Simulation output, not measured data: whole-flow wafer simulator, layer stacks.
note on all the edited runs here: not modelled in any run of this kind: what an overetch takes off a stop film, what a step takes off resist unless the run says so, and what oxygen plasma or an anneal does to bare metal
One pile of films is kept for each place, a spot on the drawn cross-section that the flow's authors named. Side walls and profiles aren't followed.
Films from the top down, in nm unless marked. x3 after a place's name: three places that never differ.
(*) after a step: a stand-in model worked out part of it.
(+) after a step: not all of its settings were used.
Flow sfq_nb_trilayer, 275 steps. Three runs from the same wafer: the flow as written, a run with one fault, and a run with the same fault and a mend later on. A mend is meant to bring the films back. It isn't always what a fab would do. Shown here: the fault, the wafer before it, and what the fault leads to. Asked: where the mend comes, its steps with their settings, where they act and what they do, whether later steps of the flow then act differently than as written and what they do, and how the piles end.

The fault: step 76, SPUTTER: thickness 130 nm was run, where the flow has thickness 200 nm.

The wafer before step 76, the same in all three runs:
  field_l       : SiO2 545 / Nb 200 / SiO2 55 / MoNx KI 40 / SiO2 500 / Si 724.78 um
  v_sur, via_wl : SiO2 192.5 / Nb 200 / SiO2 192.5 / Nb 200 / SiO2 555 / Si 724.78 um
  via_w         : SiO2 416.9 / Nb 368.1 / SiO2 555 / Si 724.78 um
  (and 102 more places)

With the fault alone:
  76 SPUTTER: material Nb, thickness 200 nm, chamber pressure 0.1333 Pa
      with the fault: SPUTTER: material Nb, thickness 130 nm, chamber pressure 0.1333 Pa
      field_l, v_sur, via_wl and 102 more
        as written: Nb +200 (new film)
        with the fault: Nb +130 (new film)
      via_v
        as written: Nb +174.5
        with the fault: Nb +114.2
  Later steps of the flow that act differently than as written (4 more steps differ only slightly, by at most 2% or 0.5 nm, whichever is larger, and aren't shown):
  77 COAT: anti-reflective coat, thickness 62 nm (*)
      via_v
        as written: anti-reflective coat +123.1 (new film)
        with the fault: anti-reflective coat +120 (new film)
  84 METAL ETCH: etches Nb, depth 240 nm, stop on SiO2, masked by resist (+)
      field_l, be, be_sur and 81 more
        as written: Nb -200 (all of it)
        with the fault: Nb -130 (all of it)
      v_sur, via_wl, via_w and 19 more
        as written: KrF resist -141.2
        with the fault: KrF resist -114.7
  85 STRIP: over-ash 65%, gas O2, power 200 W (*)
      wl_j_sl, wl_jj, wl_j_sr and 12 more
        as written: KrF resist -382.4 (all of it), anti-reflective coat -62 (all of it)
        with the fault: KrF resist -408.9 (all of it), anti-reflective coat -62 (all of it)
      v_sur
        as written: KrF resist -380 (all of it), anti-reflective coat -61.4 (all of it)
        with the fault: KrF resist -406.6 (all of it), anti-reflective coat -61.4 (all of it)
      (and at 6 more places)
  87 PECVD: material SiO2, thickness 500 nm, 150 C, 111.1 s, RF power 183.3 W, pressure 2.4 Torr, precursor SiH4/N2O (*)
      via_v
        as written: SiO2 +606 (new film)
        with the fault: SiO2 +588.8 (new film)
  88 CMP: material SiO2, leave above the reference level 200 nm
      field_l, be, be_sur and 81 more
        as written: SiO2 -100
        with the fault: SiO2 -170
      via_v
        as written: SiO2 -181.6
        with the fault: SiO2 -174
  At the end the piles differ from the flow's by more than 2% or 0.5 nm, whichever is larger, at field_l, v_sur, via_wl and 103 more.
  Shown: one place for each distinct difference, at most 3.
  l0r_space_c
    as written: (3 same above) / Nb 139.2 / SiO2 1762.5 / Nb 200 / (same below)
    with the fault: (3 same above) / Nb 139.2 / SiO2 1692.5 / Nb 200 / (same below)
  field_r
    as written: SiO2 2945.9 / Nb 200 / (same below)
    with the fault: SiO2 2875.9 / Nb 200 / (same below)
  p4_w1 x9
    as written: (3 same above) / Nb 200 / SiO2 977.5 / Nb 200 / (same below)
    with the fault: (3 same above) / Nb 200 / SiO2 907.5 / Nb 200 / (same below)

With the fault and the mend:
  The mend comes after step 82.
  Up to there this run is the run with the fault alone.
  82a STRIP: over-ash 65%, gas O2, power 200 W (*)
      p4_fl x3, p4_w1 x9, p4_g1 x2 and 48 more
        anti-reflective coat -62 (all of it)
      wl_j_sl, wl_jj, wl_j_sr and 12 more
        KrF resist -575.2 (all of it), anti-reflective coat -62 (all of it)
      moat, field_r, lsp_l and 6 more
        anti-reflective coat -61.8 (all of it)
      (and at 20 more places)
  82b SPUTTER: material Nb, thickness 70 nm, chamber pressure 0.1333 Pa (the flow's step 76 once more, with other settings)
      field_l, v_sur, via_wl and 102 more
        Nb +70
      via_v
        Nb +56.2
  82c COAT: anti-reflective coat, thickness 62 nm (*) (the flow's step 77 once more)
      p4_fl x3, p4_w1 x9, p4_g1 x2 and 63 more
        anti-reflective coat +62 (new film)
      moat, field_r, lsp_l and 6 more
        anti-reflective coat +61.8 (new film)
      be_r, r_sur, res, r_end
        anti-reflective coat +61.7 (new film)
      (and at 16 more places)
  82d COAT: KrF resist, thickness 600 nm (*) (the flow's step 78 once more)
      p4_fl x3, p4_w1 x9, p4_g1 x2 and 63 more
        KrF resist +600 (new film)
      field_r, lsp_l, ln_m5, l0v
        KrF resist +599.5 (new film)
      lsp_m, ln_m6, lsp_r, l0_sur
        KrF resist +599.6 (new film)
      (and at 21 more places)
  82e SOFTBAKE: KrF resist (the flow's step 79 once more)
      changes no film at any place that is followed
  82f EXPOSE: photomask M2, dose 12.11 mJ/cm2, NA 0.6, wavelength 248 nm (*) (the flow's step 80 once more)
      changes no film at any place that is followed
  82g PEB: KrF resist, 90 s (the flow's step 81 once more)
      field_l, v_sur, via_wl and 97 more
        KrF resist -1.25
      via_w, via_wr, via_sp, wire, be
        KrF resist -1.24
      via_v
        KrF resist -1.6
  82h DEVELOP: KrF resist, thickness 600 nm, 60 s (the flow's step 82 once more)
      p4_fl x3, p4_w1 x9, p4_g1 x2 and 48 more
        KrF resist -598.7 (all of it)
      v_sur, via_wl, via_w and 19 more
        KrF resist -23.5
      lsp_l, ln_m5, lsp_m, ln_m6, lsp_r, l0_sur, l0v
        KrF resist -598.3 (all of it)
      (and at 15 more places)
  No later step of the flow acts differently than as written, at any place that is followed, by more than 2% or 0.5 nm, whichever is larger.
  At the end the piles differ from the flow's only slightly at the places that both follow, by at most 2% or 0.5 nm, whichever is larger.
